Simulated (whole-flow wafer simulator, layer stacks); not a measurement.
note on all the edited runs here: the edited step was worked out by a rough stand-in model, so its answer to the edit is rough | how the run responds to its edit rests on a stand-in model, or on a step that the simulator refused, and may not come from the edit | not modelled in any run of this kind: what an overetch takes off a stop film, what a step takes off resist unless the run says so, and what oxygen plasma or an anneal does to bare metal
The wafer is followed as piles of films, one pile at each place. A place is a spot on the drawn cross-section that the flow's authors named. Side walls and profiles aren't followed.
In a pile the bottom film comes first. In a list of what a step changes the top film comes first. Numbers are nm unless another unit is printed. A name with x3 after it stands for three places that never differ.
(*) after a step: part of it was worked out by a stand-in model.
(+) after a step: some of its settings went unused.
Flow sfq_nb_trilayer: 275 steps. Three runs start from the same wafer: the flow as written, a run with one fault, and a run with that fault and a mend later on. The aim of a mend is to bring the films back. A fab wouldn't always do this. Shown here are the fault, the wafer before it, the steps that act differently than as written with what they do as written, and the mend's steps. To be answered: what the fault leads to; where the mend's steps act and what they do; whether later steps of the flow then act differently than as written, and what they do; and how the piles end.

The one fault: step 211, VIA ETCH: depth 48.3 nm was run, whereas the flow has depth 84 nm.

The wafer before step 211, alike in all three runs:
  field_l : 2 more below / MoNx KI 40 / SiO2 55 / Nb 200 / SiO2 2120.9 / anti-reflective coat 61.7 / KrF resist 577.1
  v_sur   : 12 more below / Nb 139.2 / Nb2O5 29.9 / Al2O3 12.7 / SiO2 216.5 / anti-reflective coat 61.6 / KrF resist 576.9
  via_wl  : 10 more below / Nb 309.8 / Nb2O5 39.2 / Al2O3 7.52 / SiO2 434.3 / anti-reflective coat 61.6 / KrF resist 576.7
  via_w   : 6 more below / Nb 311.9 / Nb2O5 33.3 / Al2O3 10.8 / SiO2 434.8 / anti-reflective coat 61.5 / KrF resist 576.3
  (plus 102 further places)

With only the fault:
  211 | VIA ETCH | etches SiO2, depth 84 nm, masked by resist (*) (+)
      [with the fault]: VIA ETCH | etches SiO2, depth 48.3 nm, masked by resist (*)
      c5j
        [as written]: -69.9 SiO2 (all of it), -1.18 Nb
        [with the fault]: -48.3 SiO2
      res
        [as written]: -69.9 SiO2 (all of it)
        [with the fault]: -48.3 SiO2
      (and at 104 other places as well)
  Later steps of the flow acting differently than as written (5 other steps are not shown; they differ only slightly, by no more than 2% or 0.5 nm, whichever is larger):
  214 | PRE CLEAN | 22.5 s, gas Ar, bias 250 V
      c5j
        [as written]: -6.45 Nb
        [with the fault]: -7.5 SiO2
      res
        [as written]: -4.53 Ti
        [with the fault]: -7.5 SiO2
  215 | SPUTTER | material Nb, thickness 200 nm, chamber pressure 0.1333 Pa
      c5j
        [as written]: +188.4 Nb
        [with the fault]: +194.7 Nb (new film)
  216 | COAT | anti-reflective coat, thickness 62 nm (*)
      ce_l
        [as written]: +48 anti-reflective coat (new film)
        [with the fault]: +53.6 anti-reflective coat (new film)
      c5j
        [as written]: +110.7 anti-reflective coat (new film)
        [with the fault]: +95 anti-reflective coat (new film)
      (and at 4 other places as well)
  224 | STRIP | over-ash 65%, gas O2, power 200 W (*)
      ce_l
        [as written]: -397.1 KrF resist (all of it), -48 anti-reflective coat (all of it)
        [with the fault]: -393.7 KrF resist (all of it), -53.6 anti-reflective coat (all of it)
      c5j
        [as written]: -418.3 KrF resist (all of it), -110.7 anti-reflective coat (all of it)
        [with the fault]: -408.6 KrF resist (all of it), -95 anti-reflective coat (all of it)
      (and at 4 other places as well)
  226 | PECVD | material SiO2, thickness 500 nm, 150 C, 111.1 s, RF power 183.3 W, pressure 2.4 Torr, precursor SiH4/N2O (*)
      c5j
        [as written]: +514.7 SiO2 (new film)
        [with the fault]: +500 SiO2 (new film)
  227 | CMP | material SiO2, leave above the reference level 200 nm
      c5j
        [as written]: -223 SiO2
        [with the fault]: -236.3 SiO2
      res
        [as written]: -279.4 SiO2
        [with the fault]: -301.6 SiO2
  By the end, the piles at c5j, res depart from the flow's by more than 2% or 0.5 nm, whichever is larger.
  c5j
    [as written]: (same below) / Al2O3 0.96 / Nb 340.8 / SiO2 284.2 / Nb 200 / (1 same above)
    [with the fault]: (same below) / Al2O3 0.96 / Nb 160 / SiO2 14.1 / Nb 194.7 / SiO2 256.2 / Nb 200 / (1 same above)
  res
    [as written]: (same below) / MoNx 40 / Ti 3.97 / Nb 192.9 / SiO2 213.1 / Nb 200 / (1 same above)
    [with the fault]: (same below) / MoNx 40 / Ti 8.5 / SiO2 14.1 / Nb 196.5 / SiO2 190.9 / Nb 200 / (1 same above)

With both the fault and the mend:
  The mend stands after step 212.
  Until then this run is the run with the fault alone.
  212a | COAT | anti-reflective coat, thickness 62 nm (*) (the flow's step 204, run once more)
      field_r, ln_m5, lsp_m and 64 more
        +62 anti-reflective coat (new film)
      ln_m6, lsp_r, l0_sur, l0v, wl_a_sl, wl_a_m6, wl_a_sr, wl_g_sr
        +61.9 anti-reflective coat (new film)
      v_sur, via_wl
        +61.5 anti-reflective coat (new film)
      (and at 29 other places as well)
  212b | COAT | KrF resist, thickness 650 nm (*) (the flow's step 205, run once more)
      l0v, p4_fl x3, p4_w1 x9 and 35 more
        +650 KrF resist (new film)
      wl_b_m5, wl_b_sr, wl_c_sl and 12 more
        +649.9 KrF resist (new film)
      lsp_r, wl_j_sl, wl_j_sr
        +650.2 KrF resist (new film)
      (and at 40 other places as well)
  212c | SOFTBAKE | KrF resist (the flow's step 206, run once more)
      does not change any film at any place that is followed
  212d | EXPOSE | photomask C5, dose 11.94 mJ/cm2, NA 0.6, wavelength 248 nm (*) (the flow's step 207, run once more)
      does not change any film at any place that is followed
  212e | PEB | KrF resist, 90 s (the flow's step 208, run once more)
      field_l, sp_r, moat and 79 more
        -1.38 KrF resist
      v_sur, via_wl, via_w, via_wr, via_sp, be_sur, jj_sur
        -1.37 KrF resist
      via_v, wire, res
        -1.36 KrF resist
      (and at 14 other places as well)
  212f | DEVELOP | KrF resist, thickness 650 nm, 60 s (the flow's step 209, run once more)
      field_l, v_sur, via_wl and 101 more
        -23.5 KrF resist
      c5j
        -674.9 KrF resist (all of it)
      res
        -642.9 KrF resist (all of it)
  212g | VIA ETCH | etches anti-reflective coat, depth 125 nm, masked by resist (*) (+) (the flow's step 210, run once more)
      field_l, v_sur, via_wl and 101 more
        -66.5 KrF resist
      c5j
        -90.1 anti-reflective coat (all of it), -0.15 SiO2
      res
        -79.8 anti-reflective coat (all of it), -0.2 SiO2
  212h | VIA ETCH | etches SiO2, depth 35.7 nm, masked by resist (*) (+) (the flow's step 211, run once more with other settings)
      field_l, v_sur, via_wl and 101 more
        -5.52 KrF resist
      c5j
        -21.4 SiO2 (all of it), -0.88 Nb
      res
        -21.4 SiO2 (all of it)
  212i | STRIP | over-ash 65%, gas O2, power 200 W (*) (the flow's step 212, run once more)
      p4_fl x3, p4_w1 x9, p4_g1 x2 and 33 more
        -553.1 KrF resist (all of it), -62 anti-reflective coat (all of it)
      wl_b_m5, wl_b_sr, wl_c_sl and 11 more
        -553 KrF resist (all of it), -62 anti-reflective coat (all of it)
      wl_b_sl, wl_g_sl, wl_g_m5
        -552.9 KrF resist (all of it), -62 anti-reflective coat (all of it)
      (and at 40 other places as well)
  Every later step of the flow that is run acts as written, at every place that is followed, to within 2% or 0.5 nm, whichever is larger.
  When the end is reached, the piles differ only a little from the flow's at the places that both follow, at most by 2% or 0.5 nm, whichever is larger.
